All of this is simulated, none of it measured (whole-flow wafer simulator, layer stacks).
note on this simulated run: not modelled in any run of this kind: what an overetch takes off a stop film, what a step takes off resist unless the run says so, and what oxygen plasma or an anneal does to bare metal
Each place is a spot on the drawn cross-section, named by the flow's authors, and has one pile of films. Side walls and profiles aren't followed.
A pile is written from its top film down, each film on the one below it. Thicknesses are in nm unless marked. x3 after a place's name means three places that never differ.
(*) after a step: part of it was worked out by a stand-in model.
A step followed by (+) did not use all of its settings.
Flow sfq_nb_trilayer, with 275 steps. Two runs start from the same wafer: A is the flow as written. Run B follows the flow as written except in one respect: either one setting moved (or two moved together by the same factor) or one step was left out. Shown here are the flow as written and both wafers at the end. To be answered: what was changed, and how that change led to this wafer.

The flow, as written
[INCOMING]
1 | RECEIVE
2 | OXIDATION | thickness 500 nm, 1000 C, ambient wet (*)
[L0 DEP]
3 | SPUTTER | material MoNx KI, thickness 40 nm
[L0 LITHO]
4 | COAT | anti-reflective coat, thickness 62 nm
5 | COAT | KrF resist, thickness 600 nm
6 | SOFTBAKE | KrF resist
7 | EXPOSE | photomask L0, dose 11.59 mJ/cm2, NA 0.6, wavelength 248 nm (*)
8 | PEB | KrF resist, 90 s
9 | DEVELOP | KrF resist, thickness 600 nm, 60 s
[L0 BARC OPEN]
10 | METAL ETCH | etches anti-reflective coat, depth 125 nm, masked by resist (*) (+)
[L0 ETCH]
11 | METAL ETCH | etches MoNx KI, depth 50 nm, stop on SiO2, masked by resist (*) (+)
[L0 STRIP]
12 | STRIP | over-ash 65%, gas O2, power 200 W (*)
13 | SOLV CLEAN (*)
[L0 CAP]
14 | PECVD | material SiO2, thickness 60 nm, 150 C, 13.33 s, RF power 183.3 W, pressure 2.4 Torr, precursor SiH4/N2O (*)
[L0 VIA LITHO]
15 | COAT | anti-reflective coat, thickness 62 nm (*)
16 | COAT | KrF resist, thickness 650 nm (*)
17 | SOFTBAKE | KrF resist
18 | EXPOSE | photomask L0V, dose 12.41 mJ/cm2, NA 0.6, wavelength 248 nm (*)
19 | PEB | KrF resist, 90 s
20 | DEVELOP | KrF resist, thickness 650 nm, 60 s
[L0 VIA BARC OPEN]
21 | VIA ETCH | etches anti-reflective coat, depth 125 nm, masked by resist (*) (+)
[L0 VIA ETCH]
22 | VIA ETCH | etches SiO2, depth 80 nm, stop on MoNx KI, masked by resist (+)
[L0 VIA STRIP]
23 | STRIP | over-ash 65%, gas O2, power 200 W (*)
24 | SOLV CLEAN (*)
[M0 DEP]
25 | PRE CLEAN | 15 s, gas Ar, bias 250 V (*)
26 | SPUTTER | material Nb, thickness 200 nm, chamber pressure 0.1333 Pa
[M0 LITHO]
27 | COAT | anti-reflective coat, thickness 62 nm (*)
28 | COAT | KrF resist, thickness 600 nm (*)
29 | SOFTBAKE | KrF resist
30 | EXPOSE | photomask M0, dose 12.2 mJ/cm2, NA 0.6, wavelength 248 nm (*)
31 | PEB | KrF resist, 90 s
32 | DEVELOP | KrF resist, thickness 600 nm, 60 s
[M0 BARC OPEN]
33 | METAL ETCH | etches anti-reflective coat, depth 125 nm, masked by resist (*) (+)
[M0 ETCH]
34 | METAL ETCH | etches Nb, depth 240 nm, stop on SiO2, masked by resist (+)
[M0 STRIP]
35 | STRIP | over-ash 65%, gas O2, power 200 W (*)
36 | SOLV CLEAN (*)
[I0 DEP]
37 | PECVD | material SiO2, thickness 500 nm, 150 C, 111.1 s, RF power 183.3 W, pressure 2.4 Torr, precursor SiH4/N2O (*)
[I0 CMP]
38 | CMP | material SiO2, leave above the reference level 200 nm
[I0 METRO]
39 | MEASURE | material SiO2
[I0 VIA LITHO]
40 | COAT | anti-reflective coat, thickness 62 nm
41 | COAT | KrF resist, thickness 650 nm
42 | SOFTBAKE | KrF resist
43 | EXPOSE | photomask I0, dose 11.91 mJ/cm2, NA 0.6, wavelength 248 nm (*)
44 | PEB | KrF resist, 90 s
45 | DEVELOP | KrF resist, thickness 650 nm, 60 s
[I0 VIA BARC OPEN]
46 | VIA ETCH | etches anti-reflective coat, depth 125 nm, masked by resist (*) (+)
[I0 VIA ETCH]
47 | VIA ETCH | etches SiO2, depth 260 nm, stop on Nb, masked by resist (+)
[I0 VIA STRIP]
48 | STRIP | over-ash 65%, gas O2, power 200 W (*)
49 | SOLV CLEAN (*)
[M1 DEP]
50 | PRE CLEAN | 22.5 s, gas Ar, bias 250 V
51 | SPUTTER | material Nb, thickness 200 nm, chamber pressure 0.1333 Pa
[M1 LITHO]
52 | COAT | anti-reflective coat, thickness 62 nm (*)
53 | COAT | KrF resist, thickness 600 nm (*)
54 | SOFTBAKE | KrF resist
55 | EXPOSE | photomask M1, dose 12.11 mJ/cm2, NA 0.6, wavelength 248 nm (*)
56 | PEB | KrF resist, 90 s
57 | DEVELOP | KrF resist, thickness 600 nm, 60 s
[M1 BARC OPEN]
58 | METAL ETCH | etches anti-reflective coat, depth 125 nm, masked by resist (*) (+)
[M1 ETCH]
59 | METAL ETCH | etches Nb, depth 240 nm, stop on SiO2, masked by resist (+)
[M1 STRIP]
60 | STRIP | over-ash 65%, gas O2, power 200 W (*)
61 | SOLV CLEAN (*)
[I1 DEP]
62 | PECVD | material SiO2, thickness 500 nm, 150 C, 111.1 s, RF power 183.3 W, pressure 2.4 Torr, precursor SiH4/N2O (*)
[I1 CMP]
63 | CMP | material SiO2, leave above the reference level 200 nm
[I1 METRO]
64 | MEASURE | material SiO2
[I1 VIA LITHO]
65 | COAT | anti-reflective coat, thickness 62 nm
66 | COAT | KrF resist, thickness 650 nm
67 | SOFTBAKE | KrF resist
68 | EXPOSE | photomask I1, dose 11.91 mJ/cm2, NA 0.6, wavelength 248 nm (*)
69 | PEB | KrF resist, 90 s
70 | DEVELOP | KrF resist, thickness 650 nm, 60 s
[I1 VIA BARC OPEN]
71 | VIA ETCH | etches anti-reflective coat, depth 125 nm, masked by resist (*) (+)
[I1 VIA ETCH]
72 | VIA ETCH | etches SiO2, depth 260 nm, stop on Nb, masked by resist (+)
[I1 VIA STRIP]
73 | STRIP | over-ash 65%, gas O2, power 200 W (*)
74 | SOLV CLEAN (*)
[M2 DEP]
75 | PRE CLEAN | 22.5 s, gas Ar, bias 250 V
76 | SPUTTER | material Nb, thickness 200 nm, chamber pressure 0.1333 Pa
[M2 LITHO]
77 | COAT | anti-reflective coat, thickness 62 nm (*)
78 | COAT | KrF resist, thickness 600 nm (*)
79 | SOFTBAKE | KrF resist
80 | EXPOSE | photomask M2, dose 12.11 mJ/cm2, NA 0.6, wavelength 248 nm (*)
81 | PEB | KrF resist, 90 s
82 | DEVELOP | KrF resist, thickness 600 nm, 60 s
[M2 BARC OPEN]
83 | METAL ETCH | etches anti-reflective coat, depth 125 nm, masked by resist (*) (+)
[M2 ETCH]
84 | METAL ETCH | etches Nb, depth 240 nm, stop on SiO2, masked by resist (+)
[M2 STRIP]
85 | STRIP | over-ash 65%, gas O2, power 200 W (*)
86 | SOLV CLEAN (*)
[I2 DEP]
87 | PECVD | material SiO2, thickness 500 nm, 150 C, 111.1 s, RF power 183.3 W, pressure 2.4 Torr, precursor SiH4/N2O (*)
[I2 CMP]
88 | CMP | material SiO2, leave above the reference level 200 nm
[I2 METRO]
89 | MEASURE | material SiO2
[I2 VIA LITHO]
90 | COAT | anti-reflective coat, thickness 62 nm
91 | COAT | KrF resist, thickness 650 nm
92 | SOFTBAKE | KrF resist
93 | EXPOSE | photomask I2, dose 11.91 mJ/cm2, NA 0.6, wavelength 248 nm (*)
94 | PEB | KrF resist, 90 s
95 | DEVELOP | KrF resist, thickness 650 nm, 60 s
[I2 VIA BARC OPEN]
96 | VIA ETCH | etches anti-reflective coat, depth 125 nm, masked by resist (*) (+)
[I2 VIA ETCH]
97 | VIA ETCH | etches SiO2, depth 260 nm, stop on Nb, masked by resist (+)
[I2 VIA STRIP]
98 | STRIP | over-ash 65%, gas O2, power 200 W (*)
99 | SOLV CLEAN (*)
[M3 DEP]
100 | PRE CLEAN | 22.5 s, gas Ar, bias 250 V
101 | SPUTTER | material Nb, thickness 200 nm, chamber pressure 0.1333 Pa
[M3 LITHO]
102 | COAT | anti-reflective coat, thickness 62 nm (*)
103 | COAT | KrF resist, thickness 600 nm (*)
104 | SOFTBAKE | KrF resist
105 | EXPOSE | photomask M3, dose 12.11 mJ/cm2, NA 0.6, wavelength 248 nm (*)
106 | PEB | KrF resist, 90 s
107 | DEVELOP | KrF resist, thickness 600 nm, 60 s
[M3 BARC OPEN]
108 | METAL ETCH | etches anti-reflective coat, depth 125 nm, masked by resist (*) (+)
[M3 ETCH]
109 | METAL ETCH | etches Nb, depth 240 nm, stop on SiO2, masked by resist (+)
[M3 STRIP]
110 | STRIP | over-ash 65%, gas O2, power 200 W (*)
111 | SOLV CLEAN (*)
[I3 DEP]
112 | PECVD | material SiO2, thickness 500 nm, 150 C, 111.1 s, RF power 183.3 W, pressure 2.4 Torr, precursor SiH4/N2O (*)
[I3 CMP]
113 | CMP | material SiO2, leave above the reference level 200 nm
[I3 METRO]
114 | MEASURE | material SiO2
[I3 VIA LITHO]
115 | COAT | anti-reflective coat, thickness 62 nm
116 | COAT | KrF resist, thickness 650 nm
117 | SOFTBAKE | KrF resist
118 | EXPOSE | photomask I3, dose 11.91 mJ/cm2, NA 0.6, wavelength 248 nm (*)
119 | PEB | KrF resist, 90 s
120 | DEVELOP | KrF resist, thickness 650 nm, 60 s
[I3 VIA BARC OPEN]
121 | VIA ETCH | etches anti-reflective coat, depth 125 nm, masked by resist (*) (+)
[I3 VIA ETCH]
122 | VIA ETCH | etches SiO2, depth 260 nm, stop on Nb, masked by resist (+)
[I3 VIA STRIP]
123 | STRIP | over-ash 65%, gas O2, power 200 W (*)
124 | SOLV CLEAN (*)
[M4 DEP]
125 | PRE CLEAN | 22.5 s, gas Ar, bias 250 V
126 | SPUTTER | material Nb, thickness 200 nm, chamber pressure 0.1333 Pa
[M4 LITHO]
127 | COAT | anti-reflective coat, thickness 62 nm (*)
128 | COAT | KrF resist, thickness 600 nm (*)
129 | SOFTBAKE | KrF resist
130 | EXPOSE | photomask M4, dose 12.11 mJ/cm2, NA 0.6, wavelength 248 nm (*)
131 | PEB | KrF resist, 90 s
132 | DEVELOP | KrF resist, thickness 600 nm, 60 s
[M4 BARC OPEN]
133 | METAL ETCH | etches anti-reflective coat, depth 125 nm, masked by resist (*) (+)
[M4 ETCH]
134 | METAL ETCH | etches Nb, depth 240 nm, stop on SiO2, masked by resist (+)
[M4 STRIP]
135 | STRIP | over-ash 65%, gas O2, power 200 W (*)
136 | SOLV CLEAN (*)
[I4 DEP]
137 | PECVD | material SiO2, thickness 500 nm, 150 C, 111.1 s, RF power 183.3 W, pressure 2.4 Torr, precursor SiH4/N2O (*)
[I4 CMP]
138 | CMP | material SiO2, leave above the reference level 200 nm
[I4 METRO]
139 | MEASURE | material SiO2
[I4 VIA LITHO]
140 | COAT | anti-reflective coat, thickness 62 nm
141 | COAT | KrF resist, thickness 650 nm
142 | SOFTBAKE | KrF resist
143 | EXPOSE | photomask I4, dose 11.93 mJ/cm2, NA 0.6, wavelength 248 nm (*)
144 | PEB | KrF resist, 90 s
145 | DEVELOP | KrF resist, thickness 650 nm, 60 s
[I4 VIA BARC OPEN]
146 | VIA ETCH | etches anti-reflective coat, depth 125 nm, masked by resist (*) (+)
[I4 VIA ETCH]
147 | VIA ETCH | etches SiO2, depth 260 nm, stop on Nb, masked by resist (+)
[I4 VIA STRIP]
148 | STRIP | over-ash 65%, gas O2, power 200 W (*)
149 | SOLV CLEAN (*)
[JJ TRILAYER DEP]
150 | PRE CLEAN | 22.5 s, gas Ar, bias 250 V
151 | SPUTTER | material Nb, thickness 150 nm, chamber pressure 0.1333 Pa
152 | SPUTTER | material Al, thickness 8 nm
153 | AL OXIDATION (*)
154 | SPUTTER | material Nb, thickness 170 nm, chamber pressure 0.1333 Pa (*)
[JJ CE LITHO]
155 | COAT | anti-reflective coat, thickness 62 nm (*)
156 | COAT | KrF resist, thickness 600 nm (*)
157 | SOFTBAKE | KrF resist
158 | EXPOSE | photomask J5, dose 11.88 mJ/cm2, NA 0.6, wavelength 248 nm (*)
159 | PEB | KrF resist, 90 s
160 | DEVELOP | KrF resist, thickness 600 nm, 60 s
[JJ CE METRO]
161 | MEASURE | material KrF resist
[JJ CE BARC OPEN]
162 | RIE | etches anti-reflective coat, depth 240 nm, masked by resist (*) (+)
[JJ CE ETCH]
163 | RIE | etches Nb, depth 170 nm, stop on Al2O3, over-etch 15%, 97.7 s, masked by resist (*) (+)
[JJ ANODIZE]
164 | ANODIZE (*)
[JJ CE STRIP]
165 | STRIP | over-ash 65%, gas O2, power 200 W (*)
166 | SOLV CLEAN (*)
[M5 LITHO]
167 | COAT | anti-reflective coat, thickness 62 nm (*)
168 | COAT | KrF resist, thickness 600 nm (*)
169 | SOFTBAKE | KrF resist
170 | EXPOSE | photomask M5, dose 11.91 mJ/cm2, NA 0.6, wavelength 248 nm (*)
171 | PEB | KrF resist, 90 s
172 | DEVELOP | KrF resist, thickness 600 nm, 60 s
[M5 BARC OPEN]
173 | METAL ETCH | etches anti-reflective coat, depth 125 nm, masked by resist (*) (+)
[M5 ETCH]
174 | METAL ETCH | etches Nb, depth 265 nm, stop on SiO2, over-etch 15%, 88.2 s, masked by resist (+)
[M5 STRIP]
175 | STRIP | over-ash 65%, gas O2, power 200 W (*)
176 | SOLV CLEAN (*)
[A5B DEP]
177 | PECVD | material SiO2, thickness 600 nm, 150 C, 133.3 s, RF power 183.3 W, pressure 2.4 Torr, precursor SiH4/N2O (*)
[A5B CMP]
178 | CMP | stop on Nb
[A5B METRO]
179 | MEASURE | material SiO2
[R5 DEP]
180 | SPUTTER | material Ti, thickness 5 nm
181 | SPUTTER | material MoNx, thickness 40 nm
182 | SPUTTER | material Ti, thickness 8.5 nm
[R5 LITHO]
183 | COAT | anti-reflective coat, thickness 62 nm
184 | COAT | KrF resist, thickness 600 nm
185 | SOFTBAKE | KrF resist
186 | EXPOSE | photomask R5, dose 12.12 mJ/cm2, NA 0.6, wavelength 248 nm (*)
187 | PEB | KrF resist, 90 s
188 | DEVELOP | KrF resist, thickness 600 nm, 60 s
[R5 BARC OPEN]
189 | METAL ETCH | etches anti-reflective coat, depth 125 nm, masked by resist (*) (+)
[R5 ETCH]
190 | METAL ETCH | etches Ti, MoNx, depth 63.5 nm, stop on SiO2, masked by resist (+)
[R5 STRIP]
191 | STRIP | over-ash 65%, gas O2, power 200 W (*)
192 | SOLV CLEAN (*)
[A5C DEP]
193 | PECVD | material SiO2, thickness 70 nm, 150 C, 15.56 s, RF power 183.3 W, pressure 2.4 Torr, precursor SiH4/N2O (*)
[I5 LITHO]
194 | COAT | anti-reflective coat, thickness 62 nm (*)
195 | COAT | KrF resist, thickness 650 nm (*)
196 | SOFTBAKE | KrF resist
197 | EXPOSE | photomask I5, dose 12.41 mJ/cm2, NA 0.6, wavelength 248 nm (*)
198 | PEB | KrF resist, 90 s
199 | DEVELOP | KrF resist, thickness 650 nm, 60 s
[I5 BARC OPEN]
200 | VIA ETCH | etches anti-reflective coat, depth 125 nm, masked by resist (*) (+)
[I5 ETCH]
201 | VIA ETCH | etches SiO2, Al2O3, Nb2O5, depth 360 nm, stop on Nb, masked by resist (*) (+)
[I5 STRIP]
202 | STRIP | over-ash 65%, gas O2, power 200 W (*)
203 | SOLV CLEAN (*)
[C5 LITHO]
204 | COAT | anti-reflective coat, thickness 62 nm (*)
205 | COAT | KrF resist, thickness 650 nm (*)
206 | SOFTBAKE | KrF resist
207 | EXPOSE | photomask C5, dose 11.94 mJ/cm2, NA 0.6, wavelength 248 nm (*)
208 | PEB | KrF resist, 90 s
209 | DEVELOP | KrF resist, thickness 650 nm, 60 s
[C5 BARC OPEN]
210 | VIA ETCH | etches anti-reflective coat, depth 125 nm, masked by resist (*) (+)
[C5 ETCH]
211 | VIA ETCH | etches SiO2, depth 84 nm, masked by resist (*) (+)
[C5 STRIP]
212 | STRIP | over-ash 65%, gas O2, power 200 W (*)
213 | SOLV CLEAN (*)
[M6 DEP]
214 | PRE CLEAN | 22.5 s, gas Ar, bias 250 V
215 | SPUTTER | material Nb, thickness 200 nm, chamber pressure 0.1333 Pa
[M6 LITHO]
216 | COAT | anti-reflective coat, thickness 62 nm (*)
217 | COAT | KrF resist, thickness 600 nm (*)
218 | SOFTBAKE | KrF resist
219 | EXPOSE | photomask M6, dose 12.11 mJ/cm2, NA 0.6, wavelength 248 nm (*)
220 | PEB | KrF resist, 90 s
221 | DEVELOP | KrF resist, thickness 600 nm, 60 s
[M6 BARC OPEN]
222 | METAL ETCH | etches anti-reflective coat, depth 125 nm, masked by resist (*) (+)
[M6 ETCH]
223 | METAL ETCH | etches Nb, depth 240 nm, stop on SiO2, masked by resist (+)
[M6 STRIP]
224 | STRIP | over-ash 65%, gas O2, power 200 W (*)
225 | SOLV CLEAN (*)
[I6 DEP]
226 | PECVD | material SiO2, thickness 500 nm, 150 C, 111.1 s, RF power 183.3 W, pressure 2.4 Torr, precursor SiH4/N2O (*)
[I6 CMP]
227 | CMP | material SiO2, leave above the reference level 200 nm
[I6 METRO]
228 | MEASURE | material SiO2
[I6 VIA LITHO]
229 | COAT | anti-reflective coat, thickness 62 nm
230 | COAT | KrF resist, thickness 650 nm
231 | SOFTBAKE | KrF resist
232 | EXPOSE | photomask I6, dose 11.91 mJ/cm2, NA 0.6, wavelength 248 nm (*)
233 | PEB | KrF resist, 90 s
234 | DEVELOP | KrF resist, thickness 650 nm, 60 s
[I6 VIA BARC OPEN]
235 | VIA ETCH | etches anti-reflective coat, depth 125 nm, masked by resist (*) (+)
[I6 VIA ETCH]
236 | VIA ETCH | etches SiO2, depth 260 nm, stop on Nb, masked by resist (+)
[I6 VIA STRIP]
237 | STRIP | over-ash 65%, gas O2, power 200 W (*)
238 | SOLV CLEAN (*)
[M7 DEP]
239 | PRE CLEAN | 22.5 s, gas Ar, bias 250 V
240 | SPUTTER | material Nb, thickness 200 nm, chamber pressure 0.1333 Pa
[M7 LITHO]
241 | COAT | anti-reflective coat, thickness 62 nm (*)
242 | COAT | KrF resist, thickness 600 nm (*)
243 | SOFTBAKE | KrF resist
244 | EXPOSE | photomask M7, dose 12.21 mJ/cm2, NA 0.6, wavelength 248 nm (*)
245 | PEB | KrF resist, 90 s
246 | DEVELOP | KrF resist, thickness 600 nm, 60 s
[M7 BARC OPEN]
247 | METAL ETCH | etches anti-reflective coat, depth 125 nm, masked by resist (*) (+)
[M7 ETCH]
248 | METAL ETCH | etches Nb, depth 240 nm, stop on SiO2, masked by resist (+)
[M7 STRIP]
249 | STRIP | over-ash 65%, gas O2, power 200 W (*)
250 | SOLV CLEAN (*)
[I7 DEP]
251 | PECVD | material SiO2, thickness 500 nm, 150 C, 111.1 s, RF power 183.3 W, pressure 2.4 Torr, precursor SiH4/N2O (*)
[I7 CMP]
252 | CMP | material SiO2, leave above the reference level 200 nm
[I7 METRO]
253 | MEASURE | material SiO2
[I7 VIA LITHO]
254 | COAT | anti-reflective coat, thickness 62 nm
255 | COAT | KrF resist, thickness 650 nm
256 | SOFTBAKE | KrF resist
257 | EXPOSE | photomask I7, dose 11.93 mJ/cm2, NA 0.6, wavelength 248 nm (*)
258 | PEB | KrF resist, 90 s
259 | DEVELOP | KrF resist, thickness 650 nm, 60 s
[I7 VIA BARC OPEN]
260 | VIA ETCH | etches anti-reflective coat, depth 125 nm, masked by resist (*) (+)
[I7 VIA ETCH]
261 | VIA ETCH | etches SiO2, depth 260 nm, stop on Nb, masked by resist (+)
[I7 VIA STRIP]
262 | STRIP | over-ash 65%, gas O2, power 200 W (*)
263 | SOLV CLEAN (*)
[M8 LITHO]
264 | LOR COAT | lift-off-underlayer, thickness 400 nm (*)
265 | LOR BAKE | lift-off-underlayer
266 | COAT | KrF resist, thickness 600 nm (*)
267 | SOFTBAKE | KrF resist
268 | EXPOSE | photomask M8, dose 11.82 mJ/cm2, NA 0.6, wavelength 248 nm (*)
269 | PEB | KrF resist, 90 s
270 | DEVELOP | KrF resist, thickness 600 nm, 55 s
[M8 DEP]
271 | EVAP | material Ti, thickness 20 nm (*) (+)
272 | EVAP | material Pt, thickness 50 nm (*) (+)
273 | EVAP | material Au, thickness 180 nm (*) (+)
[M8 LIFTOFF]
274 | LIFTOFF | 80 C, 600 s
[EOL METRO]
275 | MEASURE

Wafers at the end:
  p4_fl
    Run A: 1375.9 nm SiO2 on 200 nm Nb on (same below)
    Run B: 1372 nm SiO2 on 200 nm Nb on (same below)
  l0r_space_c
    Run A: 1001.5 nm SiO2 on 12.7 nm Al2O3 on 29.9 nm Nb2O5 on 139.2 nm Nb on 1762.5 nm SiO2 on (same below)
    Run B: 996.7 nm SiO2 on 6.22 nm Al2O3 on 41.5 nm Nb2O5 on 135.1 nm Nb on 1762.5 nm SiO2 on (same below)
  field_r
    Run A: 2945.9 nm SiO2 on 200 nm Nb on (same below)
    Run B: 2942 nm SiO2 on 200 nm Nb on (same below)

The reason: step 152, SPUTTER: thickness 4.08 nm was run, whereas the flow has thickness 8 nm.

The path from the change to this, step by step:
  152 | SPUTTER | material Al, thickness 8 nm
      field_l, v_sur, via_sp and 100 more: A +8 Al (new film) | B +4.08 Al (new film)
      via_wl, via_wr: A +5.14 Al (new film) | B +2.62 Al (new film)
      (and at 1 other place as well)
  155 | COAT | anti-reflective coat, thickness 62 nm (*)
      via_wl, via_wr: A +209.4 anti-reflective coat (new film) | B +204.2 anti-reflective coat (new film)
  162 | RIE | etches anti-reflective coat, depth 240 nm, masked by resist (*) (+)
      ce_l, c5j, ce_r, wl_jj: A -209.4 KrF resist | B -204.2 KrF resist
      via_wl, via_wr: A -209.4 anti-reflective coat (all of it) | B -204.2 anti-reflective coat (all of it)
  164 | ANODIZE (*)
      field_l, v_sur, via_sp and 96 more: A +12.2 Al2O3, +29.9 Nb2O5 (new film), -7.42 Al (all of it), -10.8 Nb | B +5.77 Al2O3, +41.5 Nb2O5 (new film), -3.5 Al (all of it), -14.9 Nb
      via_wl, via_wr: A +7.52 Al2O3 (new film), +39.2 Nb2O5 (new film), -4.56 Al (all of it), -14.1 Nb | B +3.37 Al2O3 (new film), +46.6 Nb2O5 (new film), -2.04 Al (all of it), -16.8 Nb
      (and at 1 other place as well)
  174 | METAL ETCH | etches Nb, depth 265 nm, stop on SiO2, over-etch 15%, 88.2 s, masked by resist (+)
      field_l, r_sur, res and 50 more: A -12.6 Al2O3 (all of it), -29.9 Nb2O5 (all of it), -139.2 Nb (all of it), -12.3 SiO2 | B -6.16 Al2O3 (all of it), -41.5 Nb2O5 (all of it), -135.1 Nb (all of it), -12.2 SiO2
  201 | VIA ETCH | etches SiO2, Al2O3, Nb2O5, depth 360 nm, stop on Nb, masked by resist (*) (+)
      be: A -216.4 SiO2 (all of it), -12.7 Al2O3 (all of it), -29.9 Nb2O5 (all of it) | B -211.5 SiO2 (all of it), -6.22 Al2O3 (all of it), -41.5 Nb2O5 (all of it)
